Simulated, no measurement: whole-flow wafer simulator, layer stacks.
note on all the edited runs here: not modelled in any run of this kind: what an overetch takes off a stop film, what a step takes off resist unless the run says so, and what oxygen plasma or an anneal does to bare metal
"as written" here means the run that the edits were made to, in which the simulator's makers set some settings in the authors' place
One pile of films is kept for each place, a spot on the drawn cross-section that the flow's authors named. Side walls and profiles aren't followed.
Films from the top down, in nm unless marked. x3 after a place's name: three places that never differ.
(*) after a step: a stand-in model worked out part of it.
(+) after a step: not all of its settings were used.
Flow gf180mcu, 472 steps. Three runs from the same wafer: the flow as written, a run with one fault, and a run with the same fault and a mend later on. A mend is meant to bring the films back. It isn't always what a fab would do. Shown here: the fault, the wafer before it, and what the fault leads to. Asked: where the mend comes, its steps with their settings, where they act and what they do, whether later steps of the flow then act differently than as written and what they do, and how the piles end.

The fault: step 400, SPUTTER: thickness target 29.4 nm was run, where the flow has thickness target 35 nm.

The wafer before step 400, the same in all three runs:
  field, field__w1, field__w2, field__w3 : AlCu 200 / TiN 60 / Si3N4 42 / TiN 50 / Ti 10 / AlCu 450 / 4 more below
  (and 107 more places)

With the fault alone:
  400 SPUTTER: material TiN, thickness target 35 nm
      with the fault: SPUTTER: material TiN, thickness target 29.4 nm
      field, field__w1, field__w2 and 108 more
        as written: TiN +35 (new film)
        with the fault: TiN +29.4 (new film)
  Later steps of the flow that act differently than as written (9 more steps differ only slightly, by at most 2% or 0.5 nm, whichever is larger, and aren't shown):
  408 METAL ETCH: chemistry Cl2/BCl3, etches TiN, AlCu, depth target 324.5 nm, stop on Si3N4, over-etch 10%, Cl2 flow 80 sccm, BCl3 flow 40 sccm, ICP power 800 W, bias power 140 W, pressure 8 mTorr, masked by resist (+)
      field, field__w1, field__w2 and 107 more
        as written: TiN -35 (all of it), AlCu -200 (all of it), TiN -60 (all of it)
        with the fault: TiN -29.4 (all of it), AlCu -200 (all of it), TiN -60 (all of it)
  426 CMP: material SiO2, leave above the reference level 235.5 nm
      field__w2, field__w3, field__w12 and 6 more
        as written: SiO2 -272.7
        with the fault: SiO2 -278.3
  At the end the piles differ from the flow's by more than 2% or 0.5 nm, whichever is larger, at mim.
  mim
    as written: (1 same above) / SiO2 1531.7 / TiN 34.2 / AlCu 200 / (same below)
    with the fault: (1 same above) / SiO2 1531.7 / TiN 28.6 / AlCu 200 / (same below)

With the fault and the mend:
  The mend comes after step 407.
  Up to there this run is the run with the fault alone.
  407a STRIP: chemistry O2/N2, power 2160 W, pressure 1700 mTorr (*)
      mim
        resist -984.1 (all of it)
  407b SPUTTER: material TiN, thickness target 5.6 nm (the flow's step 400 once more, with other settings)
      field, field__w1, field__w2 and 108 more
        TiN +5.6
  407c HMDS: 120 C, 60 s (the flow's step 402 once more)
      changes no film at any place that is followed
  407d COAT: resist, thickness 1000 nm (the flow's step 403 once more)
      field, field__w1, field__w2 and 108 more
        resist +1000 (new film)
  407e SOFTBAKE: resist (the flow's step 404 once more)
      changes no film at any place that is followed
  407f EXPOSE: photomask FuseTop (the flow's step 405 once more)
      changes no film at any place that is followed
  407g PEB: resist, 70.3 s (the flow's step 406 once more)
      field, field__w1, field__w2 and 108 more
        resist -15.9
  407h DEVELOP: thickness 1000 nm, 60 s (the flow's step 407 once more)
      field, field__w1, field__w2 and 107 more
        resist -984.1 (all of it)
  No later step of the flow acts differently than as written at any place that is followed.
  At the end the piles are the same as the flow's at every place that both follow.
